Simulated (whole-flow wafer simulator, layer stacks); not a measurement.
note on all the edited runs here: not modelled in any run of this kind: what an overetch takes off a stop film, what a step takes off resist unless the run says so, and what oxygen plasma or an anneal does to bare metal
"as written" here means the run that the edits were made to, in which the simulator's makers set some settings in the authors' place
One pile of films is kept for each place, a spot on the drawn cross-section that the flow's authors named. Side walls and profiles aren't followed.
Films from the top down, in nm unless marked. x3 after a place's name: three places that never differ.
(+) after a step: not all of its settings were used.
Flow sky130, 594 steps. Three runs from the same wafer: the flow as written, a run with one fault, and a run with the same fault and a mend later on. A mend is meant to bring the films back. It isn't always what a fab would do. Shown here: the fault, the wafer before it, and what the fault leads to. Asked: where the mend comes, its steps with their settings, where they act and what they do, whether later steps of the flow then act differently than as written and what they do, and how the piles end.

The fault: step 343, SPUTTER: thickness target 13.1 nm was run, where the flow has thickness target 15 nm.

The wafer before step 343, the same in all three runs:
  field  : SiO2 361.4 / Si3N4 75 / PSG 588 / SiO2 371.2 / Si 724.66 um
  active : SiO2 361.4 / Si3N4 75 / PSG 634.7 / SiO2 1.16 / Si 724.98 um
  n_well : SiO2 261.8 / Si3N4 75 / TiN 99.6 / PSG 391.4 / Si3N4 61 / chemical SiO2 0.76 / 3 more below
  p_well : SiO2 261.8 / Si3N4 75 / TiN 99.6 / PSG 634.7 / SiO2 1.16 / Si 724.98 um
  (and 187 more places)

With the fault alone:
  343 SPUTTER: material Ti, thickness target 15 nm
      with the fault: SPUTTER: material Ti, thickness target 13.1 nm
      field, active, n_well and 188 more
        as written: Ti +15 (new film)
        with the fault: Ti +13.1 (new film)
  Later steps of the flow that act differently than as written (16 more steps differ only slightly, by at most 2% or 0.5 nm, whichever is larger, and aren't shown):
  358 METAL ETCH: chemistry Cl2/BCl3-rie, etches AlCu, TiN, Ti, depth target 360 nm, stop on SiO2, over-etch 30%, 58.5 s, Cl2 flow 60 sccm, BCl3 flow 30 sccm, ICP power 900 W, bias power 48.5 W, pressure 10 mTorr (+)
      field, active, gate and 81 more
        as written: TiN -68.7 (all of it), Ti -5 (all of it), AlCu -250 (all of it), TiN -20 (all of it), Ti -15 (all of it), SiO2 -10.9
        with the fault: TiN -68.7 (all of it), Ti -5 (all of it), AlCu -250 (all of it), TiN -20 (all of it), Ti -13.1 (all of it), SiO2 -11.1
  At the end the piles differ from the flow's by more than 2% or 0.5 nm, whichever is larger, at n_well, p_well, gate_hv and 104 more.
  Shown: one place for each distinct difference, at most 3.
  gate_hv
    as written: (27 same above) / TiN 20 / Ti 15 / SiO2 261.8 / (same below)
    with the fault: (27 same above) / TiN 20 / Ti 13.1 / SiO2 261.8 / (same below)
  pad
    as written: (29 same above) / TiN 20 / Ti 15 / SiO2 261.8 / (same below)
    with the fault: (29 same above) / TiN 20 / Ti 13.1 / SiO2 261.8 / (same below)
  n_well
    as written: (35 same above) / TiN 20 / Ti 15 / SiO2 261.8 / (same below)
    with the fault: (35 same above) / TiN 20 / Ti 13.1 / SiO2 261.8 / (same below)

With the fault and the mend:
  The mend comes after step 343.
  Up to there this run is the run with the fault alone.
  343a SPUTTER: material Ti, thickness target 1.9 nm (the flow's step 343 once more, with other settings)
      field, active, n_well and 188 more
        Ti +1.9
  No later step of the flow acts differently than as written at any place that is followed.
  At the end the piles are the same as the flow's at every place that both follow.
